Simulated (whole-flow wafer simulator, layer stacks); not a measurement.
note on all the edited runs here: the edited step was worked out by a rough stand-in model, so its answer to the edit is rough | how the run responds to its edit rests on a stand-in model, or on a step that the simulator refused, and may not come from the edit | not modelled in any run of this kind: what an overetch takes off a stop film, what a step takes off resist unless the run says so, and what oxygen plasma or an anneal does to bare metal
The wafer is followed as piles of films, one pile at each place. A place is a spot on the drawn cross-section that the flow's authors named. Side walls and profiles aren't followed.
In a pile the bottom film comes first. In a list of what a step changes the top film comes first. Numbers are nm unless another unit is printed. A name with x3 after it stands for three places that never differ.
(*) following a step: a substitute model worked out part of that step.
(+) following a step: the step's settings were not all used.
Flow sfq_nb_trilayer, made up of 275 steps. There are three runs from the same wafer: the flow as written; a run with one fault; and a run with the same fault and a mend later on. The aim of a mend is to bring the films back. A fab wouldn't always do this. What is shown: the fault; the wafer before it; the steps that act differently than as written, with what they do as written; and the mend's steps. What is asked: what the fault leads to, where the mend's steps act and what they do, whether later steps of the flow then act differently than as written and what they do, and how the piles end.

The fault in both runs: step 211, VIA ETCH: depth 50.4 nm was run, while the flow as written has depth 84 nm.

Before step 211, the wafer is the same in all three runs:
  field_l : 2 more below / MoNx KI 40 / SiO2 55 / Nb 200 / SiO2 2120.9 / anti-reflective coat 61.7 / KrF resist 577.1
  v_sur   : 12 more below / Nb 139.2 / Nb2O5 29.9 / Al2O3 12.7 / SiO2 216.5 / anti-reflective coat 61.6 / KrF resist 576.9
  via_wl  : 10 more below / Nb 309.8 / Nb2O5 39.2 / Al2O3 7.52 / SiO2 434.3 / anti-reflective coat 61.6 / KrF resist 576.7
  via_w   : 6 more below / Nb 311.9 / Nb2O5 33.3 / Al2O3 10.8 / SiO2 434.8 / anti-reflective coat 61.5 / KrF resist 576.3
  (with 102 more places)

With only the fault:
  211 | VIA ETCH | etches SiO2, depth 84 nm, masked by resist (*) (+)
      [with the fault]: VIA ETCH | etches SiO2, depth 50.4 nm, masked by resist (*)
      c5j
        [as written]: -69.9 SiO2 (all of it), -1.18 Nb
        [with the fault]: -50.4 SiO2
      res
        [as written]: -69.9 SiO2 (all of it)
        [with the fault]: -50.4 SiO2
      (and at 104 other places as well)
  Steps further on in the flow that do not act as written (not shown: 5 more steps that differ only slightly, by at most 2% or 0.5 nm, whichever is larger):
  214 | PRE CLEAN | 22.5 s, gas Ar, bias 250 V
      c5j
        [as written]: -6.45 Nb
        [with the fault]: -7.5 SiO2
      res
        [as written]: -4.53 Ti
        [with the fault]: -7.5 SiO2
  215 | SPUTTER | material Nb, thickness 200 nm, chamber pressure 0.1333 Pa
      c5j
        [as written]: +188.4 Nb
        [with the fault]: +194.2 Nb (new film)
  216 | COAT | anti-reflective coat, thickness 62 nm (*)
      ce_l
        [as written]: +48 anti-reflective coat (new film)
        [with the fault]: +53.1 anti-reflective coat (new film)
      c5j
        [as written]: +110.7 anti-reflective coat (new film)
        [with the fault]: +96.6 anti-reflective coat (new film)
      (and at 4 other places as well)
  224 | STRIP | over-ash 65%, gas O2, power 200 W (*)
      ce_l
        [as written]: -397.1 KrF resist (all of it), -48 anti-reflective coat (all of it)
        [with the fault]: -394 KrF resist (all of it), -53.1 anti-reflective coat (all of it)
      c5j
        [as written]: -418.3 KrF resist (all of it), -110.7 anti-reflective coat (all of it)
        [with the fault]: -409.3 KrF resist (all of it), -96.6 anti-reflective coat (all of it)
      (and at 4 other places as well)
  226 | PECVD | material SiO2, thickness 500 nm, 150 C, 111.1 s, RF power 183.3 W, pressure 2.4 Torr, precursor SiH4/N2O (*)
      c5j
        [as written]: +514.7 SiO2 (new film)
        [with the fault]: +500 SiO2 (new film)
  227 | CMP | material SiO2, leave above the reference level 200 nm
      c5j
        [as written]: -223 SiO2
        [with the fault]: -233.7 SiO2
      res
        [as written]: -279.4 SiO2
        [with the fault]: -299.1 SiO2
  By the end, the piles at c5j, res depart from the flow's by more than 2% or 0.5 nm, whichever is larger.
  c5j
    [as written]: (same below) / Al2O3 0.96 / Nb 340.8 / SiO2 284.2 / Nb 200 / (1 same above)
    [with the fault]: (same below) / Al2O3 0.96 / Nb 160 / SiO2 12 / Nb 194.2 / SiO2 258.8 / Nb 200 / (1 same above)
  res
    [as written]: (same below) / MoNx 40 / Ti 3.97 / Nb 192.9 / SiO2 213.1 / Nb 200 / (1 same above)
    [with the fault]: (same below) / MoNx 40 / Ti 8.5 / SiO2 12 / Nb 196.1 / SiO2 193.4 / Nb 200 / (1 same above)

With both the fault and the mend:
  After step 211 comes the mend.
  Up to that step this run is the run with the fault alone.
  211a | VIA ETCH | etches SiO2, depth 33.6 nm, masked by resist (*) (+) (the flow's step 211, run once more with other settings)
      field_l, v_sur, via_wl and 101 more
        -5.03 KrF resist
      c5j
        -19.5 SiO2 (all of it), -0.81 Nb
      res
        -19.5 SiO2 (all of it)
  Later steps of the flow that are run all act as written at every place that is followed, up to a difference of at most 2% or 0.5 nm, whichever is larger.
  At the end the piles are close to the flow's at the places that both follow, differing by at most 2% or 0.5 nm, whichever is larger.
